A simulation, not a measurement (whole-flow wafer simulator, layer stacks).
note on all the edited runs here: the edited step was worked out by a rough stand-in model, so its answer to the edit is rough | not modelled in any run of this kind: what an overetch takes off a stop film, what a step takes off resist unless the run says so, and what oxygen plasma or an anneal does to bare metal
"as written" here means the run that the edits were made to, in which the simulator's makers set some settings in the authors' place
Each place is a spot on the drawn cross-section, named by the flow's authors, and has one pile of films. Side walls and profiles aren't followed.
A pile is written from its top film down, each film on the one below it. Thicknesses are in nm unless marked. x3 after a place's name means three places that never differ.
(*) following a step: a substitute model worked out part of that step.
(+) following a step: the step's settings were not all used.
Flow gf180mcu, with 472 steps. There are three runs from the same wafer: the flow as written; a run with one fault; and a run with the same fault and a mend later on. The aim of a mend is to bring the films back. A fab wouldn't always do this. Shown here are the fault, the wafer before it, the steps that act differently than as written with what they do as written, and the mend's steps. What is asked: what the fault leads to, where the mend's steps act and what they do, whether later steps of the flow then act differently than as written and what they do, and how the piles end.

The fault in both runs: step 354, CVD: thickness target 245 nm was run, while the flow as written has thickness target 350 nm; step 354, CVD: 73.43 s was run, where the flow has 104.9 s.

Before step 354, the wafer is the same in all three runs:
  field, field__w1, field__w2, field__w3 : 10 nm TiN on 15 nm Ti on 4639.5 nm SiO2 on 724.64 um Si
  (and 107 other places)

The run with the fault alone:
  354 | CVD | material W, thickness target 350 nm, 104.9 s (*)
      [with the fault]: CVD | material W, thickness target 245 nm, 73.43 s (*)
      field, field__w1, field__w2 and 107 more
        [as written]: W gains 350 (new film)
        [with the fault]: W gains 245.9 (new film)
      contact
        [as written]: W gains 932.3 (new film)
        [with the fault]: W gains 828.2 (new film)
  Steps further on in the flow that do not act as written:
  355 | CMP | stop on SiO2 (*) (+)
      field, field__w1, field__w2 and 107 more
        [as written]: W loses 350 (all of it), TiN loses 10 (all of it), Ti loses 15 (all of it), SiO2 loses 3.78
        [with the fault]: W loses 245.9 (all of it), TiN loses 10 (all of it), Ti loses 15 (all of it), SiO2 loses 2.73
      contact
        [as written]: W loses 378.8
        [with the fault]: W loses 273.6
  At the end the piles are close to the flow's at the places that both follow, differing by at most 2% or 0.5 nm, whichever is larger.

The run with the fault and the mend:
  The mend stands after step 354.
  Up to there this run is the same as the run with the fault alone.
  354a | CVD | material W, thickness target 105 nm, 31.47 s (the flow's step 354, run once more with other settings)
      field, field__w1, field__w2 and 108 more
        W gains 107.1
  Every later step of the flow that is run acts as written, at every place that is followed, to within 2% or 0.5 nm, whichever is larger.
  At the end the piles are close to the flow's at the places that both follow, differing by at most 2% or 0.5 nm, whichever is larger.
